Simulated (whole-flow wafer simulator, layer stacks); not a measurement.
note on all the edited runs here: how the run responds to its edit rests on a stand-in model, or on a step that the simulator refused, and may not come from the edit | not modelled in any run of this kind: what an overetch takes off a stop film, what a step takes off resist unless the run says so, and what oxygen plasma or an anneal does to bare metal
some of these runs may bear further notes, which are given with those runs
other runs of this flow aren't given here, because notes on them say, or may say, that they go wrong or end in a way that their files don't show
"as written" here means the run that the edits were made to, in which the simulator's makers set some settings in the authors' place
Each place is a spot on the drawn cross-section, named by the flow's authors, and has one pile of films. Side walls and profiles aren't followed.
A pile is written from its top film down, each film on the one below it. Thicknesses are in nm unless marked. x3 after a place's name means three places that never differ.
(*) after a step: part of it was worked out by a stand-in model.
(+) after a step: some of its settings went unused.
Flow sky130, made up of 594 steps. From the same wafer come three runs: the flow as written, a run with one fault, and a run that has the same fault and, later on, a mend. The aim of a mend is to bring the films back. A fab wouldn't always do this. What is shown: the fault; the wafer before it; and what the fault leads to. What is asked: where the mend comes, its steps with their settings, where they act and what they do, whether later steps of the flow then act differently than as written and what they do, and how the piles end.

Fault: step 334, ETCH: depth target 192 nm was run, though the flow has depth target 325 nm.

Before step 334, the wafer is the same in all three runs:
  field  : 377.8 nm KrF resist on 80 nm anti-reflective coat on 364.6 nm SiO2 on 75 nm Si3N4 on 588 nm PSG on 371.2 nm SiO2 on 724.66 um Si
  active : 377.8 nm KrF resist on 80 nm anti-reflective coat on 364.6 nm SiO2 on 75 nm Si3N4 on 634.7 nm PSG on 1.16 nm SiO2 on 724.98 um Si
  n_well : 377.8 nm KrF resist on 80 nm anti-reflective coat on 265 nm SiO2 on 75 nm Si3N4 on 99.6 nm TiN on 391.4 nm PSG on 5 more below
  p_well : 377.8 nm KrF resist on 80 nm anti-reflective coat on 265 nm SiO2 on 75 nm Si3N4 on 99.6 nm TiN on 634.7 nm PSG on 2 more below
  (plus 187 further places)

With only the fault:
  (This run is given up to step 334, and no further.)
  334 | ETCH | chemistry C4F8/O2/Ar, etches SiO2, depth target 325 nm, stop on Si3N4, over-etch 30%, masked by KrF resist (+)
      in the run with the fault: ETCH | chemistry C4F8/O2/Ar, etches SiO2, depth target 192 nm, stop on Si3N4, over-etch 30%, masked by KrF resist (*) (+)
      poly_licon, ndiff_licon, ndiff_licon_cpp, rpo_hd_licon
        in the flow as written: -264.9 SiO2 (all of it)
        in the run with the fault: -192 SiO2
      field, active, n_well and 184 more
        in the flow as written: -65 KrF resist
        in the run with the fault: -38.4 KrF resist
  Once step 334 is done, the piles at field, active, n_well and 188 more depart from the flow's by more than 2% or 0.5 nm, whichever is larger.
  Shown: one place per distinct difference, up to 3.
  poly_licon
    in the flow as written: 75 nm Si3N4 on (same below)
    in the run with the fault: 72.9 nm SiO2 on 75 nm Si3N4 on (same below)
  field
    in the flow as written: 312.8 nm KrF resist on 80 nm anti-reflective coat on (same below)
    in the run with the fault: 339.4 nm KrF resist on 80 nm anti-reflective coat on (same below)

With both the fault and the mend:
  The mend follows step 334.
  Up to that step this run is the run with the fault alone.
  334a | ETCH | chemistry C4F8/O2/Ar, etches SiO2, depth target 133 nm, stop on Si3N4, over-etch 30%, masked by KrF resist (+) (the flow's step 334 again, with other settings)
      field, active, n_well and 184 more
        -26.6 KrF resist
      poly_licon, ndiff_licon, ndiff_licon_cpp, rpo_hd_licon
        -72.9 SiO2 (all of it)
  None of the later steps of the flow acts differently than as written at any place that is followed.
  At every place that both follow, the piles at the end match the flow's.
